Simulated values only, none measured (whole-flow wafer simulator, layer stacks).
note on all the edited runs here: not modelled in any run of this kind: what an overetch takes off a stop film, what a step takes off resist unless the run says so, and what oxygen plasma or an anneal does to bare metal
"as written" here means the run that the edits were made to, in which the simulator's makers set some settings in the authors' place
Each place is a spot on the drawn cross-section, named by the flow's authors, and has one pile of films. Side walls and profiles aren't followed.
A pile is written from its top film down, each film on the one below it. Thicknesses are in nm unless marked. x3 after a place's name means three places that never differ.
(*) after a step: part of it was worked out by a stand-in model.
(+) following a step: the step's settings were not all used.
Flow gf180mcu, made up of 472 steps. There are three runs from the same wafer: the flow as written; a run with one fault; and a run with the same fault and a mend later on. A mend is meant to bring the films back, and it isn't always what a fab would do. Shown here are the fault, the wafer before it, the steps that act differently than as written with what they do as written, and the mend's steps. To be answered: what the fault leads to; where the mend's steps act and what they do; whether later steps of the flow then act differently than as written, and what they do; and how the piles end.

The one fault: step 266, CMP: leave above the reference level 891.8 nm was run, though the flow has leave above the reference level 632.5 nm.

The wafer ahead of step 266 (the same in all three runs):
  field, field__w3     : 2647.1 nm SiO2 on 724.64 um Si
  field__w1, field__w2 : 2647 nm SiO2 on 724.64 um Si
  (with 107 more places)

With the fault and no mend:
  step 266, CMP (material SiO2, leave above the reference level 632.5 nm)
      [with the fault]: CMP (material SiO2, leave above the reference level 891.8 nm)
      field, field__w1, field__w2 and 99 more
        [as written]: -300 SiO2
        [with the fault]: -40.7 SiO2
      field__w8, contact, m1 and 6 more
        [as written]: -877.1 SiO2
        [with the fault]: -617.8 SiO2
  Steps further on in the flow that do not act as written:
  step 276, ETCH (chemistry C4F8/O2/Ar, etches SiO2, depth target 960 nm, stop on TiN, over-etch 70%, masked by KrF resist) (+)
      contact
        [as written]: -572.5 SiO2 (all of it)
        [with the fault]: -831.8 SiO2 (all of it)
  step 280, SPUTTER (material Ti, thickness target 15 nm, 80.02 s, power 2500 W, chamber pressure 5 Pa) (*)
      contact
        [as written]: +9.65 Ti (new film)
        [with the fault]: +8.31 Ti (new film)
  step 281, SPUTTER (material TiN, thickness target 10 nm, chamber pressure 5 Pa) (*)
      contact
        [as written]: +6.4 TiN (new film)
        [with the fault]: +5.5 TiN (new film)
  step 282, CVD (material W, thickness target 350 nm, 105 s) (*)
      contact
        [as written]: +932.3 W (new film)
        [with the fault]: +1193.8 W (new film)
  The piles end different from the flow's at field, field__w1, field__w2 and 109 more by more than 2% or 0.5 nm, whichever is larger.
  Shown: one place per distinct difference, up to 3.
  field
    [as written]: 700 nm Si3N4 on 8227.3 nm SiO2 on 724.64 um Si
    [with the fault]: 700 nm Si3N4 on 8486.6 nm SiO2 on 724.64 um Si
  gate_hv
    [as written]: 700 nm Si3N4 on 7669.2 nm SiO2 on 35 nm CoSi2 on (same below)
    [with the fault]: 700 nm Si3N4 on 7928.5 nm SiO2 on 35 nm CoSi2 on (same below)
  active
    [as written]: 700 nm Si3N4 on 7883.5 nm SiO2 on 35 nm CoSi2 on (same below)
    [with the fault]: 700 nm Si3N4 on 8142.8 nm SiO2 on 35 nm CoSi2 on (same below)

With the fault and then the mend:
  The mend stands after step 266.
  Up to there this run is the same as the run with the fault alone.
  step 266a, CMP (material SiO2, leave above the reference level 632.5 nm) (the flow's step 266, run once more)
      field, field__w1, field__w2 and 108 more
        -259.3 SiO2
  Later steps of the flow that are run all act as written at every place that is followed.
  The piles end the same as the flow's at every place that both follow.
